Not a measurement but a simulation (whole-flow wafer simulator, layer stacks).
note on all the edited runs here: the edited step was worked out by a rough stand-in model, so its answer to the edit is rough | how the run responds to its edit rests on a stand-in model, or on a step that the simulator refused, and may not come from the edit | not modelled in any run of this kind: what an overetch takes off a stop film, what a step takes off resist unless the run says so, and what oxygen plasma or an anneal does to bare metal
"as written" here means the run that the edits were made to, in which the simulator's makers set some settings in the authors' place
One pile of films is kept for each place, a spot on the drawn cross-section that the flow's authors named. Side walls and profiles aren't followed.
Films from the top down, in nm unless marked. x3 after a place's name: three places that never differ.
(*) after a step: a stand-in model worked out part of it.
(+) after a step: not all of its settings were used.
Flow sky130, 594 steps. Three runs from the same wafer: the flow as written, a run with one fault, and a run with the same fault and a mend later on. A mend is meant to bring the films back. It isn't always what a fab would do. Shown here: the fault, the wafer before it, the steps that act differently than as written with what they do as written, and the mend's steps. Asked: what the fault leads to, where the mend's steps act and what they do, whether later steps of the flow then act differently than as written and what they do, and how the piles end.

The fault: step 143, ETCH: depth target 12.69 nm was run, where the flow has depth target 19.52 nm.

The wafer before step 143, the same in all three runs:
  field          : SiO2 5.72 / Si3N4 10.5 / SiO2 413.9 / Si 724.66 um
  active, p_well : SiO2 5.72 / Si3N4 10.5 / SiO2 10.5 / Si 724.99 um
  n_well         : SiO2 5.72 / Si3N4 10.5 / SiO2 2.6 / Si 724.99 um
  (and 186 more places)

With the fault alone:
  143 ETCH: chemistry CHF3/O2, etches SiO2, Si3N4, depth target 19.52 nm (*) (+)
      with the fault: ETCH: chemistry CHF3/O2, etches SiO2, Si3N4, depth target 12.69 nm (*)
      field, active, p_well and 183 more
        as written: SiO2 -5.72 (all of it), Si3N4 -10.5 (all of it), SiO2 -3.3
        with the fault: SiO2 -5.72 (all of it), Si3N4 -6.97
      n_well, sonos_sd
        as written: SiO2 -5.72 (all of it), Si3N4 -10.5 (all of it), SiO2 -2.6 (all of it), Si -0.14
        with the fault: SiO2 -5.72 (all of it), Si3N4 -6.97
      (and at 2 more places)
  Later steps of the flow that act differently than as written (44 more steps differ only slightly, by at most 2% or 0.5 nm, whichever is larger, and aren't shown):
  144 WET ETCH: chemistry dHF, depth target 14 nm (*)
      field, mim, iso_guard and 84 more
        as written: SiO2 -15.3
        with the fault: Si3N4 -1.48
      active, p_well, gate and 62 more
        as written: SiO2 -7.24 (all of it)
        with the fault: Si3N4 -1.48
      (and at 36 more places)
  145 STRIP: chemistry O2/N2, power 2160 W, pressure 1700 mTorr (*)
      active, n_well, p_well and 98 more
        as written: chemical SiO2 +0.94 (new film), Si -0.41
        with the fault: nothing
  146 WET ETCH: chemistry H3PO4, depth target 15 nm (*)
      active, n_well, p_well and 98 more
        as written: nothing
        with the fault: Si3N4 -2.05 (all of it), SiO2 -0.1
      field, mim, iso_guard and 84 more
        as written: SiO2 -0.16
        with the fault: Si3N4 -2.05 (all of it), SiO2 -0.14
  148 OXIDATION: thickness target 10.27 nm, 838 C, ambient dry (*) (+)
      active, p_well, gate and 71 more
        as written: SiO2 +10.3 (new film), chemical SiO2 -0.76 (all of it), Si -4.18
        with the fault: SiO2 +6.52, Si -2.87
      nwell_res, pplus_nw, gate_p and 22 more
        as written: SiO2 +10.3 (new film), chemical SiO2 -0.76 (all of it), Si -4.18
        with the fault: SiO2 +6.54, Si -2.88
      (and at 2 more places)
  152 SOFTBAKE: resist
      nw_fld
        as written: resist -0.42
        with the fault: resist +1.42
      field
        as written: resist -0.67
        with the fault: resist -0.04
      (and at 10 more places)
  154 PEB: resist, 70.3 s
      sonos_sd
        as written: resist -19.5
        with the fault: resist -20.1
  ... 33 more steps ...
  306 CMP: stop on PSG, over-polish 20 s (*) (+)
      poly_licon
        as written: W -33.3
        with the fault: W -50
  At the end the piles differ from the flow's by more than 2% or 0.5 nm, whichever is larger, at field, gate_hv, m1 and 127 more.
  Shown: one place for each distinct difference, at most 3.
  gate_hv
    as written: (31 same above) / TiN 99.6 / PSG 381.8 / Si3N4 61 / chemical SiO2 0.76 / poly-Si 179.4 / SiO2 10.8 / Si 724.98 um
    with the fault: (31 same above) / TiN 99.6 / PSG 375.5 / Si3N4 61 / chemical SiO2 0.76 / poly-Si 179.4 / SiO2 17.1 / Si 724.99 um
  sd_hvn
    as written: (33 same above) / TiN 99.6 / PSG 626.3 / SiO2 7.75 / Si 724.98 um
    with the fault: (33 same above) / TiN 99.6 / PSG 620.1 / SiO2 13.9 / Si 724.98 um
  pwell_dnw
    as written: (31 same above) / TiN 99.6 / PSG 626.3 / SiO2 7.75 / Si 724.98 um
    with the fault: (31 same above) / TiN 99.6 / PSG 620.1 / SiO2 13.9 / Si 724.98 um

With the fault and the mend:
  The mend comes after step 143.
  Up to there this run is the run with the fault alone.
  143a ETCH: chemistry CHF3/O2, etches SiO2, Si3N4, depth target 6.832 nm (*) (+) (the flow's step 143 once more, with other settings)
      field, active, p_well and 183 more
        Si3N4 -3.53 (all of it), SiO2 -3.3
      n_well, sonos_sd
        Si3N4 -3.53 (all of it), SiO2 -2.6 (all of it), Si -0.14
      sonos_cell, sonos_cell_x
        resist -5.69
  No later step of the flow acts differently than as written, at any place that is followed, by more than 2% or 0.5 nm, whichever is larger.
  At the end the piles are the same as the flow's at every place that both follow.
